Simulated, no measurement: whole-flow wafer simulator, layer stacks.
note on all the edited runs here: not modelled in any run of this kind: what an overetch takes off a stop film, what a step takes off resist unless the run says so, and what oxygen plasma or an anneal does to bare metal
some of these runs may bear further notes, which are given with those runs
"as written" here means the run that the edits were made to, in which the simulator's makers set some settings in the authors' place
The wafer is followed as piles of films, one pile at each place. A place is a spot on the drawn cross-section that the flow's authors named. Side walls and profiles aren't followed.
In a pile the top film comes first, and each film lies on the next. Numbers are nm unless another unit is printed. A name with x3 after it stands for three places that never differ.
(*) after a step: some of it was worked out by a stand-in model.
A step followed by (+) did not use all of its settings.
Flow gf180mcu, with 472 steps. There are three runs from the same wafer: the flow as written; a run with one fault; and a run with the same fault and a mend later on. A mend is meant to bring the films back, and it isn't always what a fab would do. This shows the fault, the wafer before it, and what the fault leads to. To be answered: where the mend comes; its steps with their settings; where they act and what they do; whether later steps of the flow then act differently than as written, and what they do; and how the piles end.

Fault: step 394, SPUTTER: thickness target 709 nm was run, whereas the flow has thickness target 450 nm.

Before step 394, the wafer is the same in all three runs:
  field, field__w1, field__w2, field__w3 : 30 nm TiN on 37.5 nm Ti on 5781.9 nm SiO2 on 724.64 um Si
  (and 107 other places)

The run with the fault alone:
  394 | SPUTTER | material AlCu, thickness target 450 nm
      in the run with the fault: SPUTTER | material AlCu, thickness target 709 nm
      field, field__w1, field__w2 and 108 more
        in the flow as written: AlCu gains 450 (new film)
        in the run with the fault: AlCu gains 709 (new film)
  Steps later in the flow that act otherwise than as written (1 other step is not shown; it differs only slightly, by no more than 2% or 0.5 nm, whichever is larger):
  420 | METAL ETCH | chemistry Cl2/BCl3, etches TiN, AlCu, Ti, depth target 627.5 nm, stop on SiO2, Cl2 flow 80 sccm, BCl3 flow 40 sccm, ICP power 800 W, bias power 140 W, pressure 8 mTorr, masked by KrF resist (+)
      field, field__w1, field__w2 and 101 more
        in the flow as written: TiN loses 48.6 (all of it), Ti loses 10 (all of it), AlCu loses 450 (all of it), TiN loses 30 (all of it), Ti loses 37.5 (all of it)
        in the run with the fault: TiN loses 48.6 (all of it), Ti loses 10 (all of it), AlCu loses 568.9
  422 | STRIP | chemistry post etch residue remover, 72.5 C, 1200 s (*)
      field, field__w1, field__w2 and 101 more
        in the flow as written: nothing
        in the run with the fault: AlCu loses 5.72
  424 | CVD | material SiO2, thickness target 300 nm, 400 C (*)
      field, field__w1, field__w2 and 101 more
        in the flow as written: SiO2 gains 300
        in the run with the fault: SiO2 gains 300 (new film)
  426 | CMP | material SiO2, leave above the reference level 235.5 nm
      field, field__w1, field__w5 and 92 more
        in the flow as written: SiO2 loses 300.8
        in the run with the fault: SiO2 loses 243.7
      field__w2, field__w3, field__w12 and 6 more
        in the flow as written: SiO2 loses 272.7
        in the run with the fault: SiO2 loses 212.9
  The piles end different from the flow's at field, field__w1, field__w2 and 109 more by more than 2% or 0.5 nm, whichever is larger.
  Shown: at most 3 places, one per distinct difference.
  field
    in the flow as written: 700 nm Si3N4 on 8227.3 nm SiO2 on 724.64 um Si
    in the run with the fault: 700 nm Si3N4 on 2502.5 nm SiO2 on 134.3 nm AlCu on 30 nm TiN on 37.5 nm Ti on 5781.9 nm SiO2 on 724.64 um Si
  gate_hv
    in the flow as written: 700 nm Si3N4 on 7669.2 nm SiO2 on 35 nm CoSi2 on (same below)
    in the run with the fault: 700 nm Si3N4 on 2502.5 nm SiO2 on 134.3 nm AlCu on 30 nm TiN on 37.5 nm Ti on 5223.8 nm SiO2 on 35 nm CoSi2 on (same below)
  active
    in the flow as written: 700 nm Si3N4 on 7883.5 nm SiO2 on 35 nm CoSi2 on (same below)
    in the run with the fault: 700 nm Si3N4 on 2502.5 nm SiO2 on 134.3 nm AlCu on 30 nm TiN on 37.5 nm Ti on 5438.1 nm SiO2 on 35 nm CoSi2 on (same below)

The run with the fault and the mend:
  After step 394 comes the mend.
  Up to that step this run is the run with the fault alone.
  394a | METAL ETCH | chemistry Cl2/BCl3, etches TiN, AlCu, Ti, depth target 259 nm, Cl2 flow 80 sccm, BCl3 flow 40 sccm, ICP power 800 W, bias power 140 W, pressure 8 mTorr (a further turn of the flow's step 260, with different settings)
      field, field__w1, field__w2 and 108 more
        AlCu loses 259
  Every later step of the flow that is run acts as written at every place that is followed.
  At every place that both follow, the piles at the end match the flow's.
